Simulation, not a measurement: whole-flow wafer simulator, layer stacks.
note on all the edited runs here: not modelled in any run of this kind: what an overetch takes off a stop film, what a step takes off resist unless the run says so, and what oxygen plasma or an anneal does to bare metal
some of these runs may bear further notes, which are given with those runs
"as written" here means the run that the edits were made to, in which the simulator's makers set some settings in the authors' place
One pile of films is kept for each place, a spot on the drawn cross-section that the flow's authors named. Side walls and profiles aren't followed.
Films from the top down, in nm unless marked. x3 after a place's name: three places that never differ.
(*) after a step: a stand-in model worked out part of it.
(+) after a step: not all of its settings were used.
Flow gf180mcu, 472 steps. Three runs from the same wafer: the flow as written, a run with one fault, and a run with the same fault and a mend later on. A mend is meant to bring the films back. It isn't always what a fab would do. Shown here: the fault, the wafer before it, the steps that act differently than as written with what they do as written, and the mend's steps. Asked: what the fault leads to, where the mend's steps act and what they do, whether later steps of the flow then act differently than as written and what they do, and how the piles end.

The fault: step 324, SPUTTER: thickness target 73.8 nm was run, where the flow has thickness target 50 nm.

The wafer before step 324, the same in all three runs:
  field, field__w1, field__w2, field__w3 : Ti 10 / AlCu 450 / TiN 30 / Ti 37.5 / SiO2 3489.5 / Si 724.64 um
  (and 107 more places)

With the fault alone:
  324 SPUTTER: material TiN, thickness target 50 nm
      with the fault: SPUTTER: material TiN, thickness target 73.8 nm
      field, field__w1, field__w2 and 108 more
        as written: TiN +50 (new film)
        with the fault: TiN +73.8 (new film)
  Later steps of the flow that act differently than as written (3 more steps differ only slightly, by at most 2% or 0.5 nm, whichever is larger, and aren't shown):
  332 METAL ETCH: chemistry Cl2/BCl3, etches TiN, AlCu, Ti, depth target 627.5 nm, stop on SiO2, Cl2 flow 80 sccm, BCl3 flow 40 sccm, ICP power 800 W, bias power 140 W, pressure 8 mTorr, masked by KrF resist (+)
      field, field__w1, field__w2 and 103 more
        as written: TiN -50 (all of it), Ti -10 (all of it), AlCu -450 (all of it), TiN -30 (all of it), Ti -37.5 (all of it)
        with the fault: TiN -73.8 (all of it), Ti -10 (all of it), AlCu -450 (all of it), TiN -30 (all of it), Ti -37.5 (all of it)
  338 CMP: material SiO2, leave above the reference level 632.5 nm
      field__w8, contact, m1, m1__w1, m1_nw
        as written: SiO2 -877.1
        with the fault: SiO2 -900.9
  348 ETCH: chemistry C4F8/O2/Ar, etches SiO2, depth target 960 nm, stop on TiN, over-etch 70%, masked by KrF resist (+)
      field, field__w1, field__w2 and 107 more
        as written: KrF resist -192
        with the fault: KrF resist -186.5
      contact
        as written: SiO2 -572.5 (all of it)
        with the fault: SiO2 -548.7 (all of it)
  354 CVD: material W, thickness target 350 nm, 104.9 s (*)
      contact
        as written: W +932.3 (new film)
        with the fault: W +908.3 (new film)
  At the end the piles differ from the flow's by more than 2% or 0.5 nm, whichever is larger, at field__w8, contact, m1, m1__w1, m1_nw.
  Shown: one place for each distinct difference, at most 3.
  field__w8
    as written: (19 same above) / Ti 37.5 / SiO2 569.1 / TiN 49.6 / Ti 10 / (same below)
    with the fault: (19 same above) / Ti 37.5 / SiO2 545.3 / TiN 73.4 / Ti 10 / (same below)
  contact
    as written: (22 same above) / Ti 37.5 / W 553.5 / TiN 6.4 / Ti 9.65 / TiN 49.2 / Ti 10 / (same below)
    with the fault: (22 same above) / Ti 37.5 / W 529.5 / TiN 6.49 / Ti 9.79 / TiN 73 / Ti 10 / (same below)

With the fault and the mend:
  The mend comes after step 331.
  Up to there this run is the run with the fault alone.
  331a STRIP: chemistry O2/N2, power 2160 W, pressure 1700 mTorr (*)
      field__w8, contact, m1, m1__w1, m1_nw
        KrF resist -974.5 (all of it)
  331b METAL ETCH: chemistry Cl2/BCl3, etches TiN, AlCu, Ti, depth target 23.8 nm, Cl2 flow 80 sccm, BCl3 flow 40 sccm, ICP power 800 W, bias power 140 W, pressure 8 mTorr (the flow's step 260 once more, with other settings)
      field, field__w1, field__w2 and 108 more
        TiN -23.8
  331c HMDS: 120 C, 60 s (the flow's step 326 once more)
      changes no film at any place that is followed
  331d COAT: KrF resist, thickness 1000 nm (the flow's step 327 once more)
      field, field__w1, field__w2 and 108 more
        KrF resist +1000 (new film)
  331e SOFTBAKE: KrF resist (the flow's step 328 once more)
      changes no film at any place that is followed
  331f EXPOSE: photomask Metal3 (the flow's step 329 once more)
      changes no film at any place that is followed
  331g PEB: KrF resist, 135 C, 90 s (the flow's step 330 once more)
      field, field__w1, field__w2 and 108 more
        KrF resist -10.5
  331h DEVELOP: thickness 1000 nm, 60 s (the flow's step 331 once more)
      field, field__w1, field__w2 and 103 more
        KrF resist -989.5 (all of it)
      field__w8, contact, m1, m1__w1, m1_nw
        KrF resist -14.9
  No later step of the flow acts differently than as written at any place that is followed.
  At the end the piles are the same as the flow's at every place that both follow.
